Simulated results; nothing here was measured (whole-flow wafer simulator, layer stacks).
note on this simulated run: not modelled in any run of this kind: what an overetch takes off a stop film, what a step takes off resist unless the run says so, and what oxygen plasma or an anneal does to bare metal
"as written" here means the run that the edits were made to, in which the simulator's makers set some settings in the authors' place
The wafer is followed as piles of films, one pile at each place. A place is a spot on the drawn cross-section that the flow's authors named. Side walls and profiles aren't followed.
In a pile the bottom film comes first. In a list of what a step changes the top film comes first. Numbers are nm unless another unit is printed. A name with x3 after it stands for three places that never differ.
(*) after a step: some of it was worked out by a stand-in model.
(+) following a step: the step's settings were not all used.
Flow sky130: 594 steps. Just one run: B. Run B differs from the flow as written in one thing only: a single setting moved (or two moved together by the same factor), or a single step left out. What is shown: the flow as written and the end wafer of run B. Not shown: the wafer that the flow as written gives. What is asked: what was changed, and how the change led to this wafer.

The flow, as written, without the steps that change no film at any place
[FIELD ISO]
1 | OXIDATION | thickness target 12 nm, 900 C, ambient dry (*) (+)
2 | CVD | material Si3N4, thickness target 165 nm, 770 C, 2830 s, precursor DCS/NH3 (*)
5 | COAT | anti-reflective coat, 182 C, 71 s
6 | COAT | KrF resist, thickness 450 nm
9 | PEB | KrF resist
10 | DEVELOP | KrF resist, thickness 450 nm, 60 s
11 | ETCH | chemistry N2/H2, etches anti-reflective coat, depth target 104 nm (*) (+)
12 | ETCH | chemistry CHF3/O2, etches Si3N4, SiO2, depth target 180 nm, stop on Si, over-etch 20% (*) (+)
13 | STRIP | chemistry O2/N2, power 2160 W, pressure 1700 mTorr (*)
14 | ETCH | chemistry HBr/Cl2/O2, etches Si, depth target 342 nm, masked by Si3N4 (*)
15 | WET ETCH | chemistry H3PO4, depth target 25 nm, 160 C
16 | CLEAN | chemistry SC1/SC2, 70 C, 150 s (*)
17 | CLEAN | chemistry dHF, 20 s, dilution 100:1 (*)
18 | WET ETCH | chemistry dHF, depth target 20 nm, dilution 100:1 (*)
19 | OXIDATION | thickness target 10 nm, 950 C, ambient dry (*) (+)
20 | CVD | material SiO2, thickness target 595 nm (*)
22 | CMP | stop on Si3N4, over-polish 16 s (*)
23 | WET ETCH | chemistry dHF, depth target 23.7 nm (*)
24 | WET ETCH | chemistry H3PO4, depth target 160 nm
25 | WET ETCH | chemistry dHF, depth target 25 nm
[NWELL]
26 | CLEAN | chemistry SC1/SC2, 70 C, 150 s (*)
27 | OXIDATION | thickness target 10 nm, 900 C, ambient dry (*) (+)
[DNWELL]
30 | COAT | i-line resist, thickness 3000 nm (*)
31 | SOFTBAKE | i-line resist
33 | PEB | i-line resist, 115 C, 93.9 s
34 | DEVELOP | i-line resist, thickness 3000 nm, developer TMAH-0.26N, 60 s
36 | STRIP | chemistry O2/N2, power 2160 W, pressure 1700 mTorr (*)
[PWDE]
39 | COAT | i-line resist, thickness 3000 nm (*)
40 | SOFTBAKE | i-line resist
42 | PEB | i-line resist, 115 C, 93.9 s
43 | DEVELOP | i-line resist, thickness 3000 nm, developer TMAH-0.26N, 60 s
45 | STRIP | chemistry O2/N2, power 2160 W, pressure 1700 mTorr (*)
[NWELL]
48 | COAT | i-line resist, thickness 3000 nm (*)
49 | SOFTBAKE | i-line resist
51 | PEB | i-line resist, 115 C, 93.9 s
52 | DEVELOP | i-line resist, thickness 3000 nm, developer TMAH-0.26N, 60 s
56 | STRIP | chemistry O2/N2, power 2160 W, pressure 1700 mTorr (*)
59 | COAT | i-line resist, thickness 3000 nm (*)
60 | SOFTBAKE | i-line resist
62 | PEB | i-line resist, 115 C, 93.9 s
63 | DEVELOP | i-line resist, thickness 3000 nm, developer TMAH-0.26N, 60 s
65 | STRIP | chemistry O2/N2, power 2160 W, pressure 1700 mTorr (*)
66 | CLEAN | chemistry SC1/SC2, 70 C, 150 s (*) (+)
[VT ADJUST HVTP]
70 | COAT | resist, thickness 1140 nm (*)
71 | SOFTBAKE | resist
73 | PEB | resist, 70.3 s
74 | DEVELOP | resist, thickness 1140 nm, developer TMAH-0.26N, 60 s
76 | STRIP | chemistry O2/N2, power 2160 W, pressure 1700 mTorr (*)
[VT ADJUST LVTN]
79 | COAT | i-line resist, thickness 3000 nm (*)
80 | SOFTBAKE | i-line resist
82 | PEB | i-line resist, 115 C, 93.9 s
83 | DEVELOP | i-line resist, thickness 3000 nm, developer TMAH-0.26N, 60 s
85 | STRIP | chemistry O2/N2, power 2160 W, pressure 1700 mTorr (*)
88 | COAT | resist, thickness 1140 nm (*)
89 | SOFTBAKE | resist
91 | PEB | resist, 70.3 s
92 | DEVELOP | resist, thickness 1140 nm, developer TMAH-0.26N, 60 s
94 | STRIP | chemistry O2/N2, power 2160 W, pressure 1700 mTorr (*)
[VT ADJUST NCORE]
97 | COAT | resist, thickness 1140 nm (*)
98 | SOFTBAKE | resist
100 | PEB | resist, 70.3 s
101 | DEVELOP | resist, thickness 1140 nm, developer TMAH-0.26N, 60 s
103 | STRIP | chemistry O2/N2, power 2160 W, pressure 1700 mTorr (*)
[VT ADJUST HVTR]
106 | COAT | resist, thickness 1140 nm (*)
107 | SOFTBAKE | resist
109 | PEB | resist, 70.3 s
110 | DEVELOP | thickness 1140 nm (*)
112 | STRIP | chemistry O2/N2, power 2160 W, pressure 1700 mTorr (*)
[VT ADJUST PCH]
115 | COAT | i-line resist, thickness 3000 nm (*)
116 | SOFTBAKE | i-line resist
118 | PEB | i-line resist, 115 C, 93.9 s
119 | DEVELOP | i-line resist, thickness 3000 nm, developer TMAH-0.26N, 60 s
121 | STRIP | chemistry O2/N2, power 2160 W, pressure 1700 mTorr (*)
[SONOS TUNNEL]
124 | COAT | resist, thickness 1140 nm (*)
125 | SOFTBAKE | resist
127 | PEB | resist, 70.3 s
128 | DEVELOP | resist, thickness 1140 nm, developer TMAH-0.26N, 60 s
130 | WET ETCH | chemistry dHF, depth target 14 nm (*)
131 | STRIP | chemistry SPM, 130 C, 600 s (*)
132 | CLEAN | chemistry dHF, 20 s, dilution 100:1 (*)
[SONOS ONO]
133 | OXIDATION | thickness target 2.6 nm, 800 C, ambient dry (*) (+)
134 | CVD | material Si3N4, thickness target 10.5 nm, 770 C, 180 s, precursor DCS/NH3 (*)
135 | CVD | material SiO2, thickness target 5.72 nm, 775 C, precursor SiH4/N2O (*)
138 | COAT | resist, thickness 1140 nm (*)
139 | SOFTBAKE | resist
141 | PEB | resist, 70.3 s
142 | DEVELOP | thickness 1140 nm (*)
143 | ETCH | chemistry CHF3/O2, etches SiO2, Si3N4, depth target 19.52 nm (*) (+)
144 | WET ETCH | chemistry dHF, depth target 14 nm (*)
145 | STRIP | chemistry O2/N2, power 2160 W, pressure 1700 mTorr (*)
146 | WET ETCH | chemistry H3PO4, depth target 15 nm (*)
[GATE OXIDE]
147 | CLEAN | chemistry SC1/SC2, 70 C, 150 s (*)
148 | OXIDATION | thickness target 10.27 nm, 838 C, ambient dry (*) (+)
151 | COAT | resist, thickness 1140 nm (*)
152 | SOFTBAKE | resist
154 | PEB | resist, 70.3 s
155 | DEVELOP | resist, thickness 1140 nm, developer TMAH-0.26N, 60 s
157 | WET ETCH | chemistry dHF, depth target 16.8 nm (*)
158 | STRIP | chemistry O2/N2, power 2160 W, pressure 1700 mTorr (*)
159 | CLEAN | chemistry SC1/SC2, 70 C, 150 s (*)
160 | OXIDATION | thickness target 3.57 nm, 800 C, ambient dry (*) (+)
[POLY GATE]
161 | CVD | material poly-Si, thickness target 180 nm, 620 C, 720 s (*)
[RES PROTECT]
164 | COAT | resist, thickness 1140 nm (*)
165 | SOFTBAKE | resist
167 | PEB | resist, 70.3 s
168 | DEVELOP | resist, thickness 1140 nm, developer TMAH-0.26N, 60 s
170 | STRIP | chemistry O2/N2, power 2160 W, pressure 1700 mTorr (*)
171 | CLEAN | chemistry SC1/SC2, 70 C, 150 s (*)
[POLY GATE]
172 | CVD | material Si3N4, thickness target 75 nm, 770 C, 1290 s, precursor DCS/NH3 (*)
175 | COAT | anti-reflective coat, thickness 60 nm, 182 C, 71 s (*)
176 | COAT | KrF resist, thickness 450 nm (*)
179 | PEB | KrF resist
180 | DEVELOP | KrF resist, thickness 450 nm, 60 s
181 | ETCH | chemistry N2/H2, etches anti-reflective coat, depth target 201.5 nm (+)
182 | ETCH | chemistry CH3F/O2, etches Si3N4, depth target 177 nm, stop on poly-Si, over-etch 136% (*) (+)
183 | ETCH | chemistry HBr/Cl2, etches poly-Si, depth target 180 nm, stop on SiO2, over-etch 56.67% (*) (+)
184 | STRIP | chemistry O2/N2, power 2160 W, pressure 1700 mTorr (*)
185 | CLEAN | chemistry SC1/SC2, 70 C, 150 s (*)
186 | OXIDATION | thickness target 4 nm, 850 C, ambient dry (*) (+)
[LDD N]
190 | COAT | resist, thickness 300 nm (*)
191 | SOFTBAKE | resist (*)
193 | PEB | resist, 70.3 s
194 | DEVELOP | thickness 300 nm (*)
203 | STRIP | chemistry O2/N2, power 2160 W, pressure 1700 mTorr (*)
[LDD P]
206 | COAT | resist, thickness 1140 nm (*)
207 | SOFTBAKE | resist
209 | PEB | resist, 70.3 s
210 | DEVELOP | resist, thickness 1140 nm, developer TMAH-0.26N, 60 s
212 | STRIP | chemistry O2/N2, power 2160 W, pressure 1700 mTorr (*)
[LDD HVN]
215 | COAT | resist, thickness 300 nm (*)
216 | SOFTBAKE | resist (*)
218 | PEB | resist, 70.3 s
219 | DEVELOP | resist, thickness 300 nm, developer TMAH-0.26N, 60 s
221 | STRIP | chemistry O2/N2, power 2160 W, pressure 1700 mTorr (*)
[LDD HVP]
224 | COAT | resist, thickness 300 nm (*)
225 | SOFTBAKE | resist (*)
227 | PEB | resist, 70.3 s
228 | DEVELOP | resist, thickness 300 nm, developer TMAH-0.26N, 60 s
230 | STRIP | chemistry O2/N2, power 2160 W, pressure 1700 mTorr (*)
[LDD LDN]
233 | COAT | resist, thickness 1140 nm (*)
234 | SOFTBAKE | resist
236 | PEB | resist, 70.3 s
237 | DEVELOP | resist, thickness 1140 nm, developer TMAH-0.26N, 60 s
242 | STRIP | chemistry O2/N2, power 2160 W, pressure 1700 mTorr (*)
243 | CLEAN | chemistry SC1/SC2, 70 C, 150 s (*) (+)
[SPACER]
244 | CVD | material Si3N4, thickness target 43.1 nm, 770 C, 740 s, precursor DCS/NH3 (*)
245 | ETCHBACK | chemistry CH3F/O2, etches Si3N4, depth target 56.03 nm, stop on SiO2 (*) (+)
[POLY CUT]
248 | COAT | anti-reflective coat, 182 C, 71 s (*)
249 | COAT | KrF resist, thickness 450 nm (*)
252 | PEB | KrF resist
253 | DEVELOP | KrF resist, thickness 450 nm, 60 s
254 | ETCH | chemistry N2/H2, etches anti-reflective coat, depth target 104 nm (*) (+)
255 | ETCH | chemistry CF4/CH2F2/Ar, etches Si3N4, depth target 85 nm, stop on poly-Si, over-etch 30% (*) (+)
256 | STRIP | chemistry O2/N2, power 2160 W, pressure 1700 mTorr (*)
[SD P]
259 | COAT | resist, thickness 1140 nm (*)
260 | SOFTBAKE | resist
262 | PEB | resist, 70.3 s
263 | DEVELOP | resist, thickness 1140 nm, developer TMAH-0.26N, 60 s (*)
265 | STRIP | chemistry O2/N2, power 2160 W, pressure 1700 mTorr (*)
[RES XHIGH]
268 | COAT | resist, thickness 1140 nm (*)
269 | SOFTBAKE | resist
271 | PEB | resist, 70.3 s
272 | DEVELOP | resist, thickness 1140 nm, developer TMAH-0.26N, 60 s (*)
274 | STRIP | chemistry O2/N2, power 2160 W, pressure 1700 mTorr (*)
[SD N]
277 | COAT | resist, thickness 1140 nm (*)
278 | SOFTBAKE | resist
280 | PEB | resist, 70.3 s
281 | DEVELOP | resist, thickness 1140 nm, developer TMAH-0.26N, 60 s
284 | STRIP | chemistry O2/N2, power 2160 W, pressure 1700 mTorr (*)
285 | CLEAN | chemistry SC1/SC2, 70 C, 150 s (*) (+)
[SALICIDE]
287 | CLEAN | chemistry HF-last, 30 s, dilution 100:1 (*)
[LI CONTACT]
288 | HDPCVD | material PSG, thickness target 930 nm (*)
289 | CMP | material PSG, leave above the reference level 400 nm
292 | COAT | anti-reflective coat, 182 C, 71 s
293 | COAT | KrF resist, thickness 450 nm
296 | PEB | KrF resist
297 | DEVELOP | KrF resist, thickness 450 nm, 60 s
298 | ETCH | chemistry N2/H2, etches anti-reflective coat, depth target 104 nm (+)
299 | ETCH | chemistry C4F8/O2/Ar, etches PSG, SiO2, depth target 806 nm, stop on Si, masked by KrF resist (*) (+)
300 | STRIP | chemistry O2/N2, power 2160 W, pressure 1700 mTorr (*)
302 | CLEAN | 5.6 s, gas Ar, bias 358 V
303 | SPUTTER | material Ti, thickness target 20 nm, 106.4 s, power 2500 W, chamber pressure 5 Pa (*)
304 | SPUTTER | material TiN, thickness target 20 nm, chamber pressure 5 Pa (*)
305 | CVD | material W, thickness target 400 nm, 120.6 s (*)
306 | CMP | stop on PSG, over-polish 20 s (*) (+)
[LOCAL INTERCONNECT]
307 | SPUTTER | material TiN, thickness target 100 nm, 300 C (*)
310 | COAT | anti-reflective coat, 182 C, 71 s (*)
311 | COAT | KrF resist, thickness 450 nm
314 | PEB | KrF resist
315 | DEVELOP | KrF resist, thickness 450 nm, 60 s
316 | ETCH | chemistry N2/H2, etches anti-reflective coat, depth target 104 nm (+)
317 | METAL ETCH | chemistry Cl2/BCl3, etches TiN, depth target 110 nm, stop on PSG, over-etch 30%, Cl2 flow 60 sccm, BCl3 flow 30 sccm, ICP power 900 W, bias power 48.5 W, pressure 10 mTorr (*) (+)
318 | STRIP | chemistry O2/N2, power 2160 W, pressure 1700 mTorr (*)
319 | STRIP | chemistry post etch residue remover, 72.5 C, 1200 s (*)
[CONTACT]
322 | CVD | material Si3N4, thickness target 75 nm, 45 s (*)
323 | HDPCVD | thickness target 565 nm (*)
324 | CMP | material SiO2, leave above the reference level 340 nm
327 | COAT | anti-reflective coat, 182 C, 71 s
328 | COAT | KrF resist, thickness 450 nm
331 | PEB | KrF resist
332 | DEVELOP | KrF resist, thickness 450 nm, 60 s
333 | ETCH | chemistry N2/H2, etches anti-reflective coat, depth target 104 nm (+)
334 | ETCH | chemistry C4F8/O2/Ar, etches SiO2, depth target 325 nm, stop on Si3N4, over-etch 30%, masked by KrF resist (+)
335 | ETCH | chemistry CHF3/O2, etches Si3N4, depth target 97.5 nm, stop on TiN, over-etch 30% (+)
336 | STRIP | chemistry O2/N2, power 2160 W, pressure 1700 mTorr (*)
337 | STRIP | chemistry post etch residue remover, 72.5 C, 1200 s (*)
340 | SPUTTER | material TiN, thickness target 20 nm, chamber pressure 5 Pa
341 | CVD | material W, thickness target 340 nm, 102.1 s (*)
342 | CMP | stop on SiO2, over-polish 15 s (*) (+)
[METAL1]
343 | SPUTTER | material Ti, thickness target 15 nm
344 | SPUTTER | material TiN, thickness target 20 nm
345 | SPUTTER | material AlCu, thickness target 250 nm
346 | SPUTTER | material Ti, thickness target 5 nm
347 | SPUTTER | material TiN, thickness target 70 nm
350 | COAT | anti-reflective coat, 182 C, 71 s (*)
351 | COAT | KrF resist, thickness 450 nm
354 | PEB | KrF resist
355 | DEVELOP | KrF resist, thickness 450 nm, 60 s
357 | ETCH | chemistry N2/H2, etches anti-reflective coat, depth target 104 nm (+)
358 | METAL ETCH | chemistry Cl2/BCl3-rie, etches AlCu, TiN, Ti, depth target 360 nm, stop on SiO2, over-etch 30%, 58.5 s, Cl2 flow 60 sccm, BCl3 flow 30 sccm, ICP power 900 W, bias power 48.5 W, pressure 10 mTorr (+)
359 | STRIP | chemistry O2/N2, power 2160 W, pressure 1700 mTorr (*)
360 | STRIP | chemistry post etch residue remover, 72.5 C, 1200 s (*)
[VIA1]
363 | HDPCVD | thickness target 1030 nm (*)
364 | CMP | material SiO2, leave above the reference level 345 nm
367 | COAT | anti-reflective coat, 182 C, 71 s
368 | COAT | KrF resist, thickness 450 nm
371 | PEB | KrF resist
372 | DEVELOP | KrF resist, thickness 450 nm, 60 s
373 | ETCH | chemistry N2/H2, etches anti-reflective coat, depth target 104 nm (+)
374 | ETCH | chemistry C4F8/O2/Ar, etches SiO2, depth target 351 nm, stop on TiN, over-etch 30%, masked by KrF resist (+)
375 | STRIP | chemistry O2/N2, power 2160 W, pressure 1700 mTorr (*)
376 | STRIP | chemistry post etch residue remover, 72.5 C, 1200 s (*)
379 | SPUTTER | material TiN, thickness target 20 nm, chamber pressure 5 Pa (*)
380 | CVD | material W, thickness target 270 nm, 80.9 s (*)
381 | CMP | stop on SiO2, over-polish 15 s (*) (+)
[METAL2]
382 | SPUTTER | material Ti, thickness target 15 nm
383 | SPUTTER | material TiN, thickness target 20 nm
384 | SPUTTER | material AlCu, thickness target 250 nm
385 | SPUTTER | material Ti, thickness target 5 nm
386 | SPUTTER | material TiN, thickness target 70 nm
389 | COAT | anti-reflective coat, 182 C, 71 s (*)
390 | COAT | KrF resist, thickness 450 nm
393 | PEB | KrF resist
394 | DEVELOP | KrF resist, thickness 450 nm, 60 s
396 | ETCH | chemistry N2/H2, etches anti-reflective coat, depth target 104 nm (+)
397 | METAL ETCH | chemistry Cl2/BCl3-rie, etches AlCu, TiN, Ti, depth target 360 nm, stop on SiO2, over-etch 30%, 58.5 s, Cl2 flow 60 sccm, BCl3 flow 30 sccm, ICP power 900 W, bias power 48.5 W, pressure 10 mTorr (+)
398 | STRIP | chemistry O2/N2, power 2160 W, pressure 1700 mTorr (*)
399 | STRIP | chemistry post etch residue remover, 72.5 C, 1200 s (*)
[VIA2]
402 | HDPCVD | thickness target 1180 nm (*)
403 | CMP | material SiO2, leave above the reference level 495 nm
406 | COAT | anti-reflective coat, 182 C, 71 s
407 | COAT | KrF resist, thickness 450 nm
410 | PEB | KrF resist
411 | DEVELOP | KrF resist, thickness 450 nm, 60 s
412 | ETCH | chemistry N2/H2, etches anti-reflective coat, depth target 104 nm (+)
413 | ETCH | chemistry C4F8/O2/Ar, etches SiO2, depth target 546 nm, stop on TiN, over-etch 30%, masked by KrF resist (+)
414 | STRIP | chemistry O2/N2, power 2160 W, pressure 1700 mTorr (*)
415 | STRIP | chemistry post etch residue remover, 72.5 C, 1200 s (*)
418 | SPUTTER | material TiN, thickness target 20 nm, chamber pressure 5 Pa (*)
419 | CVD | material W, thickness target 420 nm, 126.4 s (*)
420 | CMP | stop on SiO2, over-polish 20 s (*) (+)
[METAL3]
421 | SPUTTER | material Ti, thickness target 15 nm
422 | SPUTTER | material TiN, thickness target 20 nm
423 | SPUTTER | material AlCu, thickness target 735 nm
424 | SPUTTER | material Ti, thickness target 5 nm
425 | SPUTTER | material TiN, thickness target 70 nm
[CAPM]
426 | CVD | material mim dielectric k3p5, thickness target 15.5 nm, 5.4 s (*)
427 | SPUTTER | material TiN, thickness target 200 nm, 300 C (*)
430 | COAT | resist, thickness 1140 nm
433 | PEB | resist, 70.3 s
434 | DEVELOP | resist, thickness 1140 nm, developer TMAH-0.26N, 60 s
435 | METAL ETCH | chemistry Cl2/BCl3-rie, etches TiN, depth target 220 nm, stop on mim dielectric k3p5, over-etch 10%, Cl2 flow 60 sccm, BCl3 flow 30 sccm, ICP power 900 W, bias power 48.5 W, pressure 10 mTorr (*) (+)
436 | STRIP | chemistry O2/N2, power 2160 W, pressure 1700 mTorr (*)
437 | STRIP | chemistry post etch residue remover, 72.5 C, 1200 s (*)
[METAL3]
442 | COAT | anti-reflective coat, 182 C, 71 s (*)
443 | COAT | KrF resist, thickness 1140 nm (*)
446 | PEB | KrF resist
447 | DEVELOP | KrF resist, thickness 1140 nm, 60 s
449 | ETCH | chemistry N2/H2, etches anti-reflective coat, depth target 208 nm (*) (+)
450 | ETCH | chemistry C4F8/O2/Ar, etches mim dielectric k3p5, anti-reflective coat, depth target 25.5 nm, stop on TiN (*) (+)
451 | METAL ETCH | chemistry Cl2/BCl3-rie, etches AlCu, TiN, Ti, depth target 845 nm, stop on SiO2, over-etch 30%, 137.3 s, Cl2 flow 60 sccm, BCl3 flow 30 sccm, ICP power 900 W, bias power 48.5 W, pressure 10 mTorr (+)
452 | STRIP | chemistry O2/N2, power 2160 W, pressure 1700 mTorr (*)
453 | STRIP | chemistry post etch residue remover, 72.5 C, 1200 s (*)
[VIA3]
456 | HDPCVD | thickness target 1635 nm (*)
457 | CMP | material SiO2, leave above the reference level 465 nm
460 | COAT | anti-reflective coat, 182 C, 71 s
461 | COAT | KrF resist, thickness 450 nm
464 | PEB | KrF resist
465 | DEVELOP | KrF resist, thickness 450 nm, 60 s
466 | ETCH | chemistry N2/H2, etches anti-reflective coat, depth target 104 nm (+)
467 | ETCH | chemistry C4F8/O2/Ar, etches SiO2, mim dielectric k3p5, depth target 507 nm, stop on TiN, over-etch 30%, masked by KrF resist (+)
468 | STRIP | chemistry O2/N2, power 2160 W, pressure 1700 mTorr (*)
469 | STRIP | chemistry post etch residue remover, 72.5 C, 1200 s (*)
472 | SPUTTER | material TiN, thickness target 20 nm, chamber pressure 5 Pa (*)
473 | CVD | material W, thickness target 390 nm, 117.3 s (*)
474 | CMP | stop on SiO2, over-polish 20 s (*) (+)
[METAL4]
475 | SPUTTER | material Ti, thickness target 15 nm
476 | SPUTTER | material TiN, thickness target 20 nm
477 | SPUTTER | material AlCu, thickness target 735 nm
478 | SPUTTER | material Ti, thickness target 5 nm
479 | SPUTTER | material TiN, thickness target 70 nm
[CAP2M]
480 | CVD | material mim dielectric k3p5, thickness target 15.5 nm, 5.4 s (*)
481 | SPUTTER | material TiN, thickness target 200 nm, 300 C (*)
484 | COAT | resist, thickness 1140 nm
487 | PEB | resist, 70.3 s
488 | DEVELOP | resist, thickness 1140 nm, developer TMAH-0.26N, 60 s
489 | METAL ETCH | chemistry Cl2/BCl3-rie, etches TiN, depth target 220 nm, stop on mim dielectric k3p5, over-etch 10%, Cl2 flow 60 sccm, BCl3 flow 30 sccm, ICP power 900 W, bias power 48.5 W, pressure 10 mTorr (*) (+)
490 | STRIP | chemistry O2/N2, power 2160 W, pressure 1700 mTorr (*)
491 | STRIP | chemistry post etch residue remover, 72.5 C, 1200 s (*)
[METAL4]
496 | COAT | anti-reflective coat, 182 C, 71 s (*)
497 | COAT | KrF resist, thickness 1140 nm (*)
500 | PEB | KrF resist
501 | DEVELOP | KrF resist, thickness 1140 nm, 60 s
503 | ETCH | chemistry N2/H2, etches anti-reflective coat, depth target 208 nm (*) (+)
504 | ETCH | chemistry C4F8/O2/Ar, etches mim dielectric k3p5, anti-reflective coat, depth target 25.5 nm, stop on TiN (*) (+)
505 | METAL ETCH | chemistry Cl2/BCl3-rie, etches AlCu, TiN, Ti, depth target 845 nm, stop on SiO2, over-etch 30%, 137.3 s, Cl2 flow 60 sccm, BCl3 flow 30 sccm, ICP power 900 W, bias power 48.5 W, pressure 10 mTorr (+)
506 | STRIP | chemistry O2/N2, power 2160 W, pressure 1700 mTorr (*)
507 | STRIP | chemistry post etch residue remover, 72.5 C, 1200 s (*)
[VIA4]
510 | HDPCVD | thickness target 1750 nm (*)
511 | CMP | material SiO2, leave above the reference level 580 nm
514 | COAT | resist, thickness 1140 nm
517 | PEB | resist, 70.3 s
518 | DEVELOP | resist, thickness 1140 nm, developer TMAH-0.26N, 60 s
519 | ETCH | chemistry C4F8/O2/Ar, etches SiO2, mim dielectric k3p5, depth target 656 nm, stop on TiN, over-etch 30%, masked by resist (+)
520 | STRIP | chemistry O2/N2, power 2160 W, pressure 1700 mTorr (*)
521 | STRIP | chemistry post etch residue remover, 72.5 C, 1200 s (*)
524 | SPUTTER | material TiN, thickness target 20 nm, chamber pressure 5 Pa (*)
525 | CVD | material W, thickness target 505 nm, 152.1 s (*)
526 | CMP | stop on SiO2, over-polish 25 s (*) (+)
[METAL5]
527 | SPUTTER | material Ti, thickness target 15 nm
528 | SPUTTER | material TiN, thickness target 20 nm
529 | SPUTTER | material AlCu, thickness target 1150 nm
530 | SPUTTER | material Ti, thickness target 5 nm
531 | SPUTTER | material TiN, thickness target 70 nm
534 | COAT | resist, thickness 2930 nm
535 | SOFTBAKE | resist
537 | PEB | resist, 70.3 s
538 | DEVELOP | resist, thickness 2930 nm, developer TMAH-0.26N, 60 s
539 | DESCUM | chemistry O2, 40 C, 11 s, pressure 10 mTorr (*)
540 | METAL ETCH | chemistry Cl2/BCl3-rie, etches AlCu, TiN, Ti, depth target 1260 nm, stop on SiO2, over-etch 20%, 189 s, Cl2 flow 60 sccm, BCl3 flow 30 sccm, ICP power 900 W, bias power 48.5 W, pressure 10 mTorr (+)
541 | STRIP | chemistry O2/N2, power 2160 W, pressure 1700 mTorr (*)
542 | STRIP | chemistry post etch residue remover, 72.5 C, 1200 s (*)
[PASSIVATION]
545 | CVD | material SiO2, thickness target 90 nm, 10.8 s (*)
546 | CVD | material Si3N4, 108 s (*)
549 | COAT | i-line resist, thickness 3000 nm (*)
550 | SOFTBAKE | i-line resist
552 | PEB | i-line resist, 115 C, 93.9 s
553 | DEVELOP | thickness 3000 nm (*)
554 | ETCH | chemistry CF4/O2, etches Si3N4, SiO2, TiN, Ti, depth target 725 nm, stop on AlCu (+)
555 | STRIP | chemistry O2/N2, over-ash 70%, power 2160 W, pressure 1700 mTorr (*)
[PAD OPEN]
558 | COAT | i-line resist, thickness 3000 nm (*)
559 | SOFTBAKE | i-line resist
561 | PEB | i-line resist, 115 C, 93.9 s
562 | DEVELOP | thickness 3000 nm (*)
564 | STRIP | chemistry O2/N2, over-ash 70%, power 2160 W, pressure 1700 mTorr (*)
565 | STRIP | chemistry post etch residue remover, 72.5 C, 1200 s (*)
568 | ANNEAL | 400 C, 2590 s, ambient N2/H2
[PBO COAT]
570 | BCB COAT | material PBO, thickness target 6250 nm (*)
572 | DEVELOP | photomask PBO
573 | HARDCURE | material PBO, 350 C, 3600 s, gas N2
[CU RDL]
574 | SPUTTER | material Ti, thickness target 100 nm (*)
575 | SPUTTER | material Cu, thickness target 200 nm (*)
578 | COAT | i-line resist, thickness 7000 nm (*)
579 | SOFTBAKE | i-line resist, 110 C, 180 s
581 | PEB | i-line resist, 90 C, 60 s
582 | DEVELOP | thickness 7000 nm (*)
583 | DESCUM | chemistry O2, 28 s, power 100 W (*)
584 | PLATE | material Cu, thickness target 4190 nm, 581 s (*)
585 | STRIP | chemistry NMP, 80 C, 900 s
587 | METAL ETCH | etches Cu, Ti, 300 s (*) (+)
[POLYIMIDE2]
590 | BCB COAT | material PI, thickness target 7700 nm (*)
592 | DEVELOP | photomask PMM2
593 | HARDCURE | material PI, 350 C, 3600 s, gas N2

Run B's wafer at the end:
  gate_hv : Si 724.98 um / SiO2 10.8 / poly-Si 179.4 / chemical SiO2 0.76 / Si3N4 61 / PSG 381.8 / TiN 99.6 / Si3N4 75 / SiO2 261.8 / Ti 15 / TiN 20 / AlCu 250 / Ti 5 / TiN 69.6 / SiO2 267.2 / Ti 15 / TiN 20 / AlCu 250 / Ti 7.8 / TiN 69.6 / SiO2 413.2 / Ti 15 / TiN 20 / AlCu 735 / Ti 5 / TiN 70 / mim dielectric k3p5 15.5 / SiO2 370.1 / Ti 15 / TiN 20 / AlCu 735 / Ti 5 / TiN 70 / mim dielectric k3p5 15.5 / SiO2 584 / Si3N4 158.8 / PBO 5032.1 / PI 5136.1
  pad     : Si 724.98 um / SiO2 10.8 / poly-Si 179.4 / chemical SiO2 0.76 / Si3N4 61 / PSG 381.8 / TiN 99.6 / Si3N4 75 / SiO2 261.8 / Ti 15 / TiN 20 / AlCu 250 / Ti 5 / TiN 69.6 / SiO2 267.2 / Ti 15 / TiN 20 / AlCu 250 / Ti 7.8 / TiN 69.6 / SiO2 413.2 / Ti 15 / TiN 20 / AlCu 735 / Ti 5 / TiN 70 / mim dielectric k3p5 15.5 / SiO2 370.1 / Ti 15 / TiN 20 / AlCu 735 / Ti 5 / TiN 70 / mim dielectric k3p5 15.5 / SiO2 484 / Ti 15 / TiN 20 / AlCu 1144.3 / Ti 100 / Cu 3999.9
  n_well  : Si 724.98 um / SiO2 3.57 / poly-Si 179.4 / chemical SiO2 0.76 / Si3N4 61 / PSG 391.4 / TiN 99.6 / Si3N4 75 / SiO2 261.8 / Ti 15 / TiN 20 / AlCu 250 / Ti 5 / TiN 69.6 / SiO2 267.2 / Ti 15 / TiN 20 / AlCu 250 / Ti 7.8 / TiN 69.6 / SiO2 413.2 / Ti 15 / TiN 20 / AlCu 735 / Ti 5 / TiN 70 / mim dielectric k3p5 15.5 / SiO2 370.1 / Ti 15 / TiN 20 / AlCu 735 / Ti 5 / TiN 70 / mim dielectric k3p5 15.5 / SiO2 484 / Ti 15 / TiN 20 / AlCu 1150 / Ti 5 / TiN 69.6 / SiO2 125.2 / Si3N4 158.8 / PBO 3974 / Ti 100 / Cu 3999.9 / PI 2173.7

Cause: step 385, SPUTTER: thickness target 7.8 nm was run, whereas the flow has thickness target 5 nm.
The wafer itself shows it: gate_hv has Ti 7.8, and step 385 as written asks for 5 nm.

The path from the change to this, step by step:
  385 | SPUTTER | material Ti, thickness target 5 nm
      field, active, n_well and 188 more: Ti gains 7.8 (new film) (as written it would have been: Ti gains 5 (new film))
  397 | METAL ETCH | chemistry Cl2/BCl3-rie, etches AlCu, TiN, Ti, depth target 360 nm, stop on SiO2, over-etch 30%, 58.5 s, Cl2 flow 60 sccm, BCl3 flow 30 sccm, ICP power 900 W, bias power 48.5 W, pressure 10 mTorr (+)
      field, active, gate and 82 more: TiN loses 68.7 (all of it), Ti loses 7.8 (all of it), AlCu loses 250 (all of it), TiN loses 20 (all of it), Ti loses 15 (all of it), SiO2 loses 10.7 (as written it would have been: TiN loses 68.7 (all of it), Ti loses 5 (all of it), AlCu loses 250 (all of it), TiN loses 20 (all of it), Ti loses 15 (all of it), SiO2 loses 10.9)
